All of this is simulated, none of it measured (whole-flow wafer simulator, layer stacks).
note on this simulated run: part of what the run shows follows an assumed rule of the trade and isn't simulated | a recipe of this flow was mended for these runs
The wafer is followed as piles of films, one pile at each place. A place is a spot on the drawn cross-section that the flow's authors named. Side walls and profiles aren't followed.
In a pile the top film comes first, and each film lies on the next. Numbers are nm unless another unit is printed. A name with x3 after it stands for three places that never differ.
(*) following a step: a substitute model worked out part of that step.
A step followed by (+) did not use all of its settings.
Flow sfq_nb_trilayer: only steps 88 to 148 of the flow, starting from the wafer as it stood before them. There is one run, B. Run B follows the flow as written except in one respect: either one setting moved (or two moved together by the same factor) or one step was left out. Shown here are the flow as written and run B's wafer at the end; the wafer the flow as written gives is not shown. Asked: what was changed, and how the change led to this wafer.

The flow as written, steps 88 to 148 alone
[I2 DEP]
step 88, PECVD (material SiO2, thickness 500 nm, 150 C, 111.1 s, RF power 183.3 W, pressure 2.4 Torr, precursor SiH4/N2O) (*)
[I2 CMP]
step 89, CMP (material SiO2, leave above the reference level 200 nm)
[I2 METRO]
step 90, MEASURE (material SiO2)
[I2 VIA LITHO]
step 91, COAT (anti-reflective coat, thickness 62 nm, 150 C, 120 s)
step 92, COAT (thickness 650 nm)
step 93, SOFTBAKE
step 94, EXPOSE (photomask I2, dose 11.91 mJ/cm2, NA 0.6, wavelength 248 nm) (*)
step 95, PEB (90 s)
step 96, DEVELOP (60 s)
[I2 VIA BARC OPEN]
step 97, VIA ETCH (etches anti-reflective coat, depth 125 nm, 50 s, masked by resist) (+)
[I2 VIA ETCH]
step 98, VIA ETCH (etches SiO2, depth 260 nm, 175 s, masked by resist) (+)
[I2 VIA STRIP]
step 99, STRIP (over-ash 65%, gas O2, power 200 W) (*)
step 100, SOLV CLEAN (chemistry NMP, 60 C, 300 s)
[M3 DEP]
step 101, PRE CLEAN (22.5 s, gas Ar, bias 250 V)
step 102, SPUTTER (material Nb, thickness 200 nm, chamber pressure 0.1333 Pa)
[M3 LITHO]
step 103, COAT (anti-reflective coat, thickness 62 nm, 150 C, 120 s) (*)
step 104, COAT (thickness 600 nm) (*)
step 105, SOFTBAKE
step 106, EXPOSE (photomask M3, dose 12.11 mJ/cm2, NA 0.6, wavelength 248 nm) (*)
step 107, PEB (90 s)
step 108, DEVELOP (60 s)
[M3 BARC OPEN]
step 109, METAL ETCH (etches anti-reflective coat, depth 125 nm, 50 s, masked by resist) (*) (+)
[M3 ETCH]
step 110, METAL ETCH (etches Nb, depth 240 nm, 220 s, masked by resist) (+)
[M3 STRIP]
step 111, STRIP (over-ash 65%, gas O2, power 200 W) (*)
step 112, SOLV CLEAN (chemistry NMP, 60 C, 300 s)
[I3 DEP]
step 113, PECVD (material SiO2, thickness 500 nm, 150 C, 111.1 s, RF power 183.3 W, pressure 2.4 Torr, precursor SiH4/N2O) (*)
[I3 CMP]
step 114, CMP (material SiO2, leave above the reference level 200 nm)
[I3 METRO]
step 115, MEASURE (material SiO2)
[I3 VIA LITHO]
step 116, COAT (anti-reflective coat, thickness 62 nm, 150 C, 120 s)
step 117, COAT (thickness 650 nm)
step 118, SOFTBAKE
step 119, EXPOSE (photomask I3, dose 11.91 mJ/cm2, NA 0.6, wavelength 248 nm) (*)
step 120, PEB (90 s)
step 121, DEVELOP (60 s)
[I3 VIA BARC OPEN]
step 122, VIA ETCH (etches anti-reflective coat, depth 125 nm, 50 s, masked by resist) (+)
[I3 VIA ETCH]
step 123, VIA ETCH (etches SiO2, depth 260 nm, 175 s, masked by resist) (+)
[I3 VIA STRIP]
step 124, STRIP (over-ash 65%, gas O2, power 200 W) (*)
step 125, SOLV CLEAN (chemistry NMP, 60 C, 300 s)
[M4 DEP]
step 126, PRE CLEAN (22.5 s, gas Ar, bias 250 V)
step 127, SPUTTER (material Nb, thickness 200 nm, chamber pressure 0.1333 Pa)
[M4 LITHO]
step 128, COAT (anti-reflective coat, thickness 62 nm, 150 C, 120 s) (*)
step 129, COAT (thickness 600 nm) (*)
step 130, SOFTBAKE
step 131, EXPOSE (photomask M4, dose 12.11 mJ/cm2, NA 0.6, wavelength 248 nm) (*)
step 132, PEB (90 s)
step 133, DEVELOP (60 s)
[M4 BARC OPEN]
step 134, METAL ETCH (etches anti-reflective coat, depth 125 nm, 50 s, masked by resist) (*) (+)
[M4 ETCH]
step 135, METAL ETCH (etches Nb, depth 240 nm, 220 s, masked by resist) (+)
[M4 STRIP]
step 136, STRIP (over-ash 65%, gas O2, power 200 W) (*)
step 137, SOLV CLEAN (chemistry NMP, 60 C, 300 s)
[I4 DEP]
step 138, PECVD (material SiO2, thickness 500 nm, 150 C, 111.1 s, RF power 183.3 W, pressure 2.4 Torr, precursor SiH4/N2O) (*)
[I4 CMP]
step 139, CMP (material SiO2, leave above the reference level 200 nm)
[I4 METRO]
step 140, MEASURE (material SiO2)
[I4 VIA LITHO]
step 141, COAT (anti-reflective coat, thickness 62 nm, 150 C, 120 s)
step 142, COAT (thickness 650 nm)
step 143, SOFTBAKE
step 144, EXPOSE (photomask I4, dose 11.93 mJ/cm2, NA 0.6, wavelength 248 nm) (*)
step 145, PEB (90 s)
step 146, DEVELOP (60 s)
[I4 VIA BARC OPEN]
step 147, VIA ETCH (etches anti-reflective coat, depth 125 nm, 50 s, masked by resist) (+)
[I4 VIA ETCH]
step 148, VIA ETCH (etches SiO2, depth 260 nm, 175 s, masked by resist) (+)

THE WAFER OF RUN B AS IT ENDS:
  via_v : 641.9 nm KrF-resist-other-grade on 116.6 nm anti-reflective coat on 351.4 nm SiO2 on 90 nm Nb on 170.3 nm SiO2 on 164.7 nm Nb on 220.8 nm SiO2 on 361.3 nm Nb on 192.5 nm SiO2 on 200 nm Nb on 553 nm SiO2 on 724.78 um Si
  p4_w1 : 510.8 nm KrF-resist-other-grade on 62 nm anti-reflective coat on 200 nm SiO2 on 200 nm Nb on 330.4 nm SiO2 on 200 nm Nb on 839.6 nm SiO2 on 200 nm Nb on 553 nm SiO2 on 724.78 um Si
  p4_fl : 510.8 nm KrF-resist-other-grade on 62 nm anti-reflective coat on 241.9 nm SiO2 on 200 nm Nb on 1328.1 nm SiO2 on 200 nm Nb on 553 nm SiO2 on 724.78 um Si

The reason: step 88, PECVD: RF power 73.32 W was run, though the flow has RF power 183.3 W.

Step by step, how the change led to this:
  step 88, PECVD (material SiO2, thickness 500 nm, 150 C, 111.1 s, RF power 183.3 W, pressure 2.4 Torr, precursor SiH4/N2O) (*)
      field_l, be, be_sur and 81 more: +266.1 SiO2 (as written it would have been: +500 SiO2)
      v_sur, via_wl, via_w and 18 more: +266.1 SiO2 (new film) (as written it would have been: +500 SiO2 (new film))
      (and at 1 other place as well)
  step 89, CMP (material SiO2, leave above the reference level 200 nm)
      field_l, be, be_sur and 81 more: nothing (as written it would have been: -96 SiO2)
      via_v: nothing (as written it would have been: -181.6 SiO2)
      (and at 21 other places as well)
  step 91, COAT (anti-reflective coat, thickness 62 nm, 150 C, 120 s)
      ce_l, p3_s3, p3_l4, p3_s4: +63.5 anti-reflective coat (new film) (as written it would have been: +62 anti-reflective coat (new film))
      wl_a_m6, wl_a_sr, wl_b_sl: +58.8 anti-reflective coat (new film) (as written it would have been: +62 anti-reflective coat (new film))
      (and at 80 other places as well)
  step 92, COAT (thickness 650 nm)
      m0r_line_l x3: +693 KrF-resist-other-grade (new film) (as written it would have been: +650 KrF-resist-other-grade (new film))
      m0r_line_r x3: +694.2 KrF-resist-other-grade (new film) (as written it would have been: +650 KrF-resist-other-grade (new film))
      (and at 53 other places as well)
  step 96, DEVELOP (60 s)
      via_w: -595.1 KrF-resist-other-grade (all of it) (as written it would have been: -648.6 KrF-resist-other-grade (all of it))
  step 97, VIA ETCH (etches anti-reflective coat, depth 125 nm, 50 s, masked by resist) (+)
      via_w: -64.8 anti-reflective coat (all of it), -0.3 SiO2 (as written it would have been: -62 anti-reflective coat (all of it), -0.31 SiO2)
  step 99, STRIP (over-ash 65%, gas O2, power 200 W) (*)
      m0r_line_l x3: -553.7 KrF-resist-other-grade (all of it), -48.2 anti-reflective coat (all of it) (as written it would have been: -510.8 KrF-resist-other-grade (all of it), -62 anti-reflective coat (all of it))
      m0r_space_l, m6r_space_l x2: -520 KrF-resist-other-grade (all of it), -89.6 anti-reflective coat (all of it) (as written it would have been: -510.8 KrF-resist-other-grade (all of it), -62 anti-reflective coat (all of it))
      (and at 88 other places as well)
  step 102, SPUTTER (material Nb, thickness 200 nm, chamber pressure 0.1333 Pa)
      via_v: +164.7 Nb (new film) (as written it would have been: +200 Nb (new film))
  step 103, COAT (anti-reflective coat, thickness 62 nm, 150 C, 120 s) (*)
      m0r_line_l x3, m0r_line_r x3: +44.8 anti-reflective coat (new film) (as written it would have been: +62 anti-reflective coat (new film))
      m0r_space_l, m0r_space_r, m6r_space_l x2, m6r_space_r x2: +87 anti-reflective coat (new film) (as written it would have been: +62 anti-reflective coat (new film))
      (and at 72 other places as well)
  step 104, COAT (thickness 600 nm) (*)
      m0r_line_l x3, m0r_line_r x3: +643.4 KrF-resist-other-grade (new film) (as written it would have been: +600 KrF-resist-other-grade (new film))
      wl_a_sr, wl_b_sl: +586.3 KrF-resist-other-grade (new film) (as written it would have been: +600 KrF-resist-other-grade (new film))
      (and at 50 other places as well)
  step 108, DEVELOP (60 s)
      m0r_line_l x3, m0r_line_r x3: -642 KrF-resist-other-grade (all of it) (as written it would have been: -598.7 KrF-resist-other-grade (all of it))
      m5r_line_l, m5r_line_r: -632.2 KrF-resist-other-grade (all of it) (as written it would have been: -598.7 KrF-resist-other-grade (all of it))
      (and at 27 other places as well)
  step 109, METAL ETCH (etches anti-reflective coat, depth 125 nm, 50 s, masked by resist) (*) (+)
      m5r_linepad_l, m5r_linepad_r, r5r_spacepad_l, r5r_spacepad_r, m8r_pad_l, m8r_pad_r: -125 anti-reflective coat (as written it would have been: -62 anti-reflective coat (all of it))
      m0r_line_l x3, m0r_line_r x3: -44.8 anti-reflective coat (all of it) (as written it would have been: -62 anti-reflective coat (all of it))
      (and at 45 other places as well)
  step 110, METAL ETCH (etches Nb, depth 240 nm, 220 s, masked by resist) (+)
      m5r_linepad_l, m5r_linepad_r: -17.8 anti-reflective coat (all of it), -200 Nb (all of it), -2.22 SiO2 (as written it would have been: -200 Nb (all of it), -4 SiO2)
      r5r_spacepad_l, r5r_spacepad_r: -14.1 anti-reflective coat (all of it), -200 Nb (all of it), -2.59 SiO2 (as written it would have been: -200 Nb (all of it), -4 SiO2)
      (and at 2 other places as well)
  step 111, STRIP (over-ash 65%, gas O2, power 200 W) (*)
      v_sur: -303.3 KrF-resist-other-grade (all of it), -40 anti-reflective coat (all of it) (as written it would have been: -361 KrF-resist-other-grade (all of it), -46 anti-reflective coat (all of it))
      via_wl: -316.5 KrF-resist-other-grade (all of it), -25.3 anti-reflective coat (all of it) (as written it would have been: -381.1 KrF-resist-other-grade (all of it), -16.7 anti-reflective coat (all of it))
      (and at 26 other places as well)
  step 113, PECVD (material SiO2, thickness 500 nm, 150 C, 111.1 s, RF power 183.3 W, pressure 2.4 Torr, precursor SiH4/N2O) (*)
      via_v: +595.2 SiO2 (new film) (as written it would have been: +500 SiO2 (new film))
  step 114, CMP (material SiO2, leave above the reference level 200 nm)
      field_l, be, be_sur and 64 more: nothing (as written it would have been: -96 SiO2)
      p4_w1, p4_w2, p4_w3 and 6 more: -162.1 SiO2 (as written it would have been: -300 SiO2)
      (and at 9 other places as well)
  ... another 18 steps ...
  step 147, VIA ETCH (etches anti-reflective coat, depth 125 nm, 50 s, masked by resist) (+)
      via_wl: -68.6 anti-reflective coat (all of it), -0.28 SiO2 (as written it would have been: -62 anti-reflective coat (all of it), -0.31 SiO2)
      via_w: -71 anti-reflective coat (all of it), -0.27 SiO2 (as written it would have been: -62 anti-reflective coat (all of it), -0.31 SiO2)
      (and at 1 other place as well)
With metal films that touch counted as one body, via_v has 4 bodies (between them, from the top down: SiO2 170.3; SiO2 220.8; SiO2 192.5); the flow as written gives 3 bodies (between them, from the top down: SiO2 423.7; SiO2 192.5).
